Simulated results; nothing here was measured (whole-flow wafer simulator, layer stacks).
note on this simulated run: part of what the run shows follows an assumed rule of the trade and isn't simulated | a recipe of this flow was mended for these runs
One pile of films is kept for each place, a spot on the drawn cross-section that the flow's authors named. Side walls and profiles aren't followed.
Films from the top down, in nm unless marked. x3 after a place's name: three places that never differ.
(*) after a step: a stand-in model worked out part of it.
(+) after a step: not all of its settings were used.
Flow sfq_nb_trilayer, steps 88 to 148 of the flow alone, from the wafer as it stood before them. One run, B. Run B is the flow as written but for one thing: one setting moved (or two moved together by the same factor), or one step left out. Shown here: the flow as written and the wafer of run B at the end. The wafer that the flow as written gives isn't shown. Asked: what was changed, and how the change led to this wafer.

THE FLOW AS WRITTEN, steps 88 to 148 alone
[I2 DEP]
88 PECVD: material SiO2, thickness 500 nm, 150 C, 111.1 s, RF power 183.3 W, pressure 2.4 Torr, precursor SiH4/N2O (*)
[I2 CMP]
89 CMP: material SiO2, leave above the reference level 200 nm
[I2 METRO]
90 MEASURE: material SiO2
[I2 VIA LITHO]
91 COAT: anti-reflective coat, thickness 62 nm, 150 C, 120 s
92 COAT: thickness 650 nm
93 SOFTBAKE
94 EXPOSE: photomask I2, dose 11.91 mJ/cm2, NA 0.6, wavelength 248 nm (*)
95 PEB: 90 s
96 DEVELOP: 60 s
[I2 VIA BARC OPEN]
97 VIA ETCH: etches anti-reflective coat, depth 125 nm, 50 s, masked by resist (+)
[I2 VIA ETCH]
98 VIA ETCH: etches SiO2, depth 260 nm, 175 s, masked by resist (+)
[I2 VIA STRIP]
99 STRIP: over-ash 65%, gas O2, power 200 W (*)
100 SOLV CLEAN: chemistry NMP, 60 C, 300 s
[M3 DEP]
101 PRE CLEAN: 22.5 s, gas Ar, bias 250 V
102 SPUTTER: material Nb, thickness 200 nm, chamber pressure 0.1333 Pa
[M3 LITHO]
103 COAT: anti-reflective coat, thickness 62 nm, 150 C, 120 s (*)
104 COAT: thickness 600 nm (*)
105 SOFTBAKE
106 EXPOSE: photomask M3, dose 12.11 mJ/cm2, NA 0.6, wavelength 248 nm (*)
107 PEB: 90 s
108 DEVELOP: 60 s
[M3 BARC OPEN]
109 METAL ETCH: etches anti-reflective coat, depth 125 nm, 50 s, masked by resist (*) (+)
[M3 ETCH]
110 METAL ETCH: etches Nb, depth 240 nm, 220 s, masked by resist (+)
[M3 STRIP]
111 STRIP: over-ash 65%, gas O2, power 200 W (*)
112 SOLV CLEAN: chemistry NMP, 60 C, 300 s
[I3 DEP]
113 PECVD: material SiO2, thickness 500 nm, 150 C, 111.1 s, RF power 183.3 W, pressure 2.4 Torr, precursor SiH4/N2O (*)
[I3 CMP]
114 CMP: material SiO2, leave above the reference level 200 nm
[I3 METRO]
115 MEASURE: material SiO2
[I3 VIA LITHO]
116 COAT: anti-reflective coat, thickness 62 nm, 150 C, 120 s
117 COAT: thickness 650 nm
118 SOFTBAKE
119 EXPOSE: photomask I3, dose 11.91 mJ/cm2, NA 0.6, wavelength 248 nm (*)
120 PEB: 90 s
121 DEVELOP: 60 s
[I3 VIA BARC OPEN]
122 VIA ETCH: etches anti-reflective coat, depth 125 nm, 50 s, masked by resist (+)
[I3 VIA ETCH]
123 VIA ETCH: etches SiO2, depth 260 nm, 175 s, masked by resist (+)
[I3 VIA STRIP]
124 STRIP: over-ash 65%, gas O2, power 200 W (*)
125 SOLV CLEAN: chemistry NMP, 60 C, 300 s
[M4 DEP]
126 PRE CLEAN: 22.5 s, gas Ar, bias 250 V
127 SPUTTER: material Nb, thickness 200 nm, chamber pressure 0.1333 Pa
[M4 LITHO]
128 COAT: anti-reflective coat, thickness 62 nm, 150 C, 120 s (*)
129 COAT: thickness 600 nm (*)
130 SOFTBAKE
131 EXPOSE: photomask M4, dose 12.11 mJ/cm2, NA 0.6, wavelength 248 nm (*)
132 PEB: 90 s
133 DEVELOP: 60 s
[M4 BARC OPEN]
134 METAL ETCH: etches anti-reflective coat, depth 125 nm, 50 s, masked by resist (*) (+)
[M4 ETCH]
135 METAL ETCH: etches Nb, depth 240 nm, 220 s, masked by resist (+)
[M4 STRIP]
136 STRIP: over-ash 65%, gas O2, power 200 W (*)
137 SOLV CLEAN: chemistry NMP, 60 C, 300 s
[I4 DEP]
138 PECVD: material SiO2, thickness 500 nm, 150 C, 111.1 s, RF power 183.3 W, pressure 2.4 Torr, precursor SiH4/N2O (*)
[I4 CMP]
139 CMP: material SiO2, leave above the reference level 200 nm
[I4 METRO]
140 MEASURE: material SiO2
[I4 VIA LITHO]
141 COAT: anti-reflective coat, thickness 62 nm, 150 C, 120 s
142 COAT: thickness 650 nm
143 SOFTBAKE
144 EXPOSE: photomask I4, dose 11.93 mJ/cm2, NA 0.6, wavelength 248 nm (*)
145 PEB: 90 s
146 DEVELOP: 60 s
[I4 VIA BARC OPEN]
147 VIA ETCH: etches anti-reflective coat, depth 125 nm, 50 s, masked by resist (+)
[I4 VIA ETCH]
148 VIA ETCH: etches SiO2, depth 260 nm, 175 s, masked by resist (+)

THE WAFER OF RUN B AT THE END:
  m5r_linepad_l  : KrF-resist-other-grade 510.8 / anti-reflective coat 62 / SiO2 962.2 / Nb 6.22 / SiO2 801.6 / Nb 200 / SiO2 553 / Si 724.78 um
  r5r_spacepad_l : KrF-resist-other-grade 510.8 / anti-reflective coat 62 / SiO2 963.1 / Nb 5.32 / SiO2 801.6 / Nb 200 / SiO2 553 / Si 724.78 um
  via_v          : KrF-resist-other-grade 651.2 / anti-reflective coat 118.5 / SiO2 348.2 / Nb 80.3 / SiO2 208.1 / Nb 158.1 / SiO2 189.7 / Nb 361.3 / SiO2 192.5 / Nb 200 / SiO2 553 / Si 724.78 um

The cause: step 88, PECVD: thickness 228.1 nm was run, where the flow has thickness 500 nm; step 88, PECVD: 50.69 s was run, where the flow has 111.1 s.

How the change led to this, step by step:
  88 PECVD: material SiO2, thickness 500 nm, 150 C, 111.1 s, RF power 183.3 W, pressure 2.4 Torr, precursor SiH4/N2O (*)
      field_l, be, be_sur and 81 more: SiO2 +228.1 (as written it would be: SiO2 +500)
      v_sur, via_wl, via_w and 18 more: SiO2 +228.1 (new film) (as written it would be: SiO2 +500 (new film))
      (and at 1 more place)
  89 CMP: material SiO2, leave above the reference level 200 nm
      field_l, be, be_sur and 81 more: nothing (as written it would be: SiO2 -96)
      via_v: nothing (as written it would be: SiO2 -181.6)
      (and at 21 more places)
  91 COAT: anti-reflective coat, thickness 62 nm, 150 C, 120 s
      ln_m5, lsp_m, ln_m6, lsp_r, l0_sur, p4_w2: anti-reflective coat +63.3 (new film) (as written it would be: anti-reflective coat +62 (new film))
      be_r, p3_s3, p3_s4: anti-reflective coat +63.8 (new film) (as written it would be: anti-reflective coat +62 (new film))
      (and at 90 more places)
  92 COAT: thickness 650 nm
      sp_r, res, ln_m5: KrF-resist-other-grade +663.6 (new film) (as written it would be: KrF-resist-other-grade +650 (new film))
      r_end, lsp_l, l0r_line_c: KrF-resist-other-grade +663.4 (new film) (as written it would be: KrF-resist-other-grade +650 (new film))
      (and at 72 more places)
  96 DEVELOP: 60 s
      via_w: KrF-resist-other-grade -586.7 (all of it) (as written it would be: KrF-resist-other-grade -648.6 (all of it))
  97 VIA ETCH: etches anti-reflective coat, depth 125 nm, 50 s, masked by resist (+)
      via_w: anti-reflective coat -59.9 (all of it), SiO2 -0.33 (as written it would be: anti-reflective coat -62 (all of it), SiO2 -0.31)
  99 STRIP: over-ash 65%, gas O2, power 200 W (*)
      m0r_line_l x3: KrF-resist-other-grade -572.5 (all of it), anti-reflective coat -34.7 (all of it) (as written it would be: KrF-resist-other-grade -510.8 (all of it), anti-reflective coat -62 (all of it))
      m0r_space_l, m6r_space_l x2: KrF-resist-other-grade -521.7 (all of it), anti-reflective coat -96.5 (all of it) (as written it would be: KrF-resist-other-grade -510.8 (all of it), anti-reflective coat -62 (all of it))
      (and at 96 more places)
  102 SPUTTER: material Nb, thickness 200 nm, chamber pressure 0.1333 Pa
      via_v: Nb +158.1 (new film) (as written it would be: Nb +200 (new film))
  103 COAT: anti-reflective coat, thickness 62 nm, 150 C, 120 s (*)
      m0r_line_l x3, m0r_line_r x3: anti-reflective coat +32.6 (new film) (as written it would be: anti-reflective coat +62 (new film))
      m0r_space_l, m0r_space_r, m6r_space_l x2, m6r_space_r x2: anti-reflective coat +93.9 (new film) (as written it would be: anti-reflective coat +62 (new film))
      (and at 78 more places)
  104 COAT: thickness 600 nm (*)
      m0r_line_l x3, m0r_line_r x3: KrF-resist-other-grade +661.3 (new film) (as written it would be: KrF-resist-other-grade +600 (new film))
      p4_fm, m5r_space_l: KrF-resist-other-grade +614.9 (new film) (as written it would be: KrF-resist-other-grade +600 (new film))
      (and at 58 more places)
  108 DEVELOP: 60 s
      m0r_line_l x3, m0r_line_r x3: KrF-resist-other-grade -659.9 (all of it) (as written it would be: KrF-resist-other-grade -598.7 (all of it))
      p4_fm, m5r_space_l: KrF-resist-other-grade -613.6 (all of it) (as written it would be: KrF-resist-other-grade -598.7 (all of it))
      (and at 35 more places)
  109 METAL ETCH: etches anti-reflective coat, depth 125 nm, 50 s, masked by resist (*) (+)
      m5r_linepad_l, m5r_linepad_r, r5r_line_l, r5r_spacepad_l, r5r_spacepad_r, m8r_pad_l, m8r_pad_r: anti-reflective coat -125 (as written it would be: anti-reflective coat -62 (all of it))
      m0r_line_l x3, m0r_line_r x3: anti-reflective coat -32.6 (all of it) (as written it would be: anti-reflective coat -62 (all of it))
      (and at 49 more places)
  110 METAL ETCH: etches Nb, depth 240 nm, 220 s, masked by resist (+)
      m5r_linepad_l, m5r_linepad_r: anti-reflective coat -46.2 (all of it), Nb -193.8 (as written it would be: Nb -200 (all of it), SiO2 -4)
      r5r_spacepad_l, r5r_spacepad_r: anti-reflective coat -45.3 (all of it), Nb -194.7 (as written it would be: Nb -200 (all of it), SiO2 -4)
      (and at 3 more places)
  111 STRIP: over-ash 65%, gas O2, power 200 W (*)
      v_sur: KrF-resist-other-grade -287 (all of it), anti-reflective coat -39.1 (all of it) (as written it would be: KrF-resist-other-grade -361 (all of it), anti-reflective coat -46 (all of it))
      via_wl: KrF-resist-other-grade -300.4 (all of it), anti-reflective coat -26.3 (all of it) (as written it would be: KrF-resist-other-grade -381.1 (all of it), anti-reflective coat -16.7 (all of it))
      (and at 27 more places)
  113 PECVD: material SiO2, thickness 500 nm, 150 C, 111.1 s, RF power 183.3 W, pressure 2.4 Torr, precursor SiH4/N2O (*)
      m5r_linepad_l, m5r_linepad_r, r5r_spacepad_l, r5r_spacepad_r: SiO2 +500 (new film) (as written it would be: SiO2 +500)
      via_v: SiO2 +633 (new film) (as written it would be: SiO2 +500 (new film))
  114 CMP: material SiO2, leave above the reference level 200 nm
      field_l, be, be_sur and 64 more: nothing (as written it would be: SiO2 -96)
      p4_g1, p4_g2, p3_s0, p3_s1, p3_s2, p3_s3, p3_s4, p3_s5: nothing (as written it would be: SiO2 -157.1)
      (and at 10 more places)
  ... 18 more steps ...
  147 VIA ETCH: etches anti-reflective coat, depth 125 nm, 50 s, masked by resist (+)
      via_wl: anti-reflective coat -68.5 (all of it), SiO2 -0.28 (as written it would be: anti-reflective coat -62 (all of it), SiO2 -0.31)
      via_w: anti-reflective coat -70.9 (all of it), SiO2 -0.27 (as written it would be: anti-reflective coat -62 (all of it), SiO2 -0.31)
      (and at 1 more place)
Counting metal films that touch as one body, m5r_linepad_l has 2 bodies (between them, from the top down: SiO2 801.6); the flow as written gives 1 body.
Counting metal films that touch as one body, r5r_spacepad_l has 2 bodies (between them, from the top down: SiO2 801.6); the flow as written gives 1 body.
Counting metal films that touch as one body, via_v has 4 bodies (between them, from the top down: SiO2 208.1; SiO2 189.7; SiO2 192.5); the flow as written gives 3 bodies (between them, from the top down: SiO2 423.7; SiO2 192.5).
